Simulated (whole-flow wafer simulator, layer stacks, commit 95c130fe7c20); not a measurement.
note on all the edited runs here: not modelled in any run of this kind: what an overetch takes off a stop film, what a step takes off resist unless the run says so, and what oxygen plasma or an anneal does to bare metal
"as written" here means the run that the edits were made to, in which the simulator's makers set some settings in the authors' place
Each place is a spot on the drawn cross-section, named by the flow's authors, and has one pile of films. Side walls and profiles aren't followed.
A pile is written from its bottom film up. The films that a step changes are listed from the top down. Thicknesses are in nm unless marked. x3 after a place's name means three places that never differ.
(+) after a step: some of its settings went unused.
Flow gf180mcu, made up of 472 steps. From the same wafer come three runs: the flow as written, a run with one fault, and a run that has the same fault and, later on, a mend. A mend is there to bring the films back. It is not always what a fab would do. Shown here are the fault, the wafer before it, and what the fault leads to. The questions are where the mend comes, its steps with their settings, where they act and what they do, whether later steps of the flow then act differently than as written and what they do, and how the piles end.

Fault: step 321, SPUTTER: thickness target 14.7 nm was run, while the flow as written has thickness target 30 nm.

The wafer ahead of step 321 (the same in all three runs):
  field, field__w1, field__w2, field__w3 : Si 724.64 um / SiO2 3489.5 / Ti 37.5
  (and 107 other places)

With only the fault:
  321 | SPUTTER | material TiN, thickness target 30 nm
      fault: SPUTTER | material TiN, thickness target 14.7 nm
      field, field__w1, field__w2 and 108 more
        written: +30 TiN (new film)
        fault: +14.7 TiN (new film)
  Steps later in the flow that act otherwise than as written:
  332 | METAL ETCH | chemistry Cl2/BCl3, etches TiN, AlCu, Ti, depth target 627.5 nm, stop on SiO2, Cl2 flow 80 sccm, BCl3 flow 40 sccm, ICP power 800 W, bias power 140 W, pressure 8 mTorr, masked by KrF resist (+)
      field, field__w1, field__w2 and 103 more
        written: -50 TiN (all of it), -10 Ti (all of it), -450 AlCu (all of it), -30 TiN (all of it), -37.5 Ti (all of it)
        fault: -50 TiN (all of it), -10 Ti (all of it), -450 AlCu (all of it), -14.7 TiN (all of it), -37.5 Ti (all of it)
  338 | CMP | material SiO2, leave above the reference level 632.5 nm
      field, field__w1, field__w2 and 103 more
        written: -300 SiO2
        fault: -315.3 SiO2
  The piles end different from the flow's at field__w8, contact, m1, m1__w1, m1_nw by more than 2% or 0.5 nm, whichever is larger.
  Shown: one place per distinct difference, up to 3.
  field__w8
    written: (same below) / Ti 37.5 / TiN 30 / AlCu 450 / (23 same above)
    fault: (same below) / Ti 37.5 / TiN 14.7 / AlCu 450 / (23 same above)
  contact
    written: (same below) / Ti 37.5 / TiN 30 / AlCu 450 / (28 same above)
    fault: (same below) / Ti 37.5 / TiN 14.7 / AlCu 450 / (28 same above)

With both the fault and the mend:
  The mend stands after step 321.
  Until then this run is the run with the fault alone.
  321a | SPUTTER | material TiN, thickness target 15.3 nm (the flow's step 321 again, with other settings)
      field, field__w1, field__w2 and 108 more
        +15.3 TiN
  Later steps of the flow that are run all act as written at every place that is followed.
  The piles end the same as the flow's at every place that both follow.
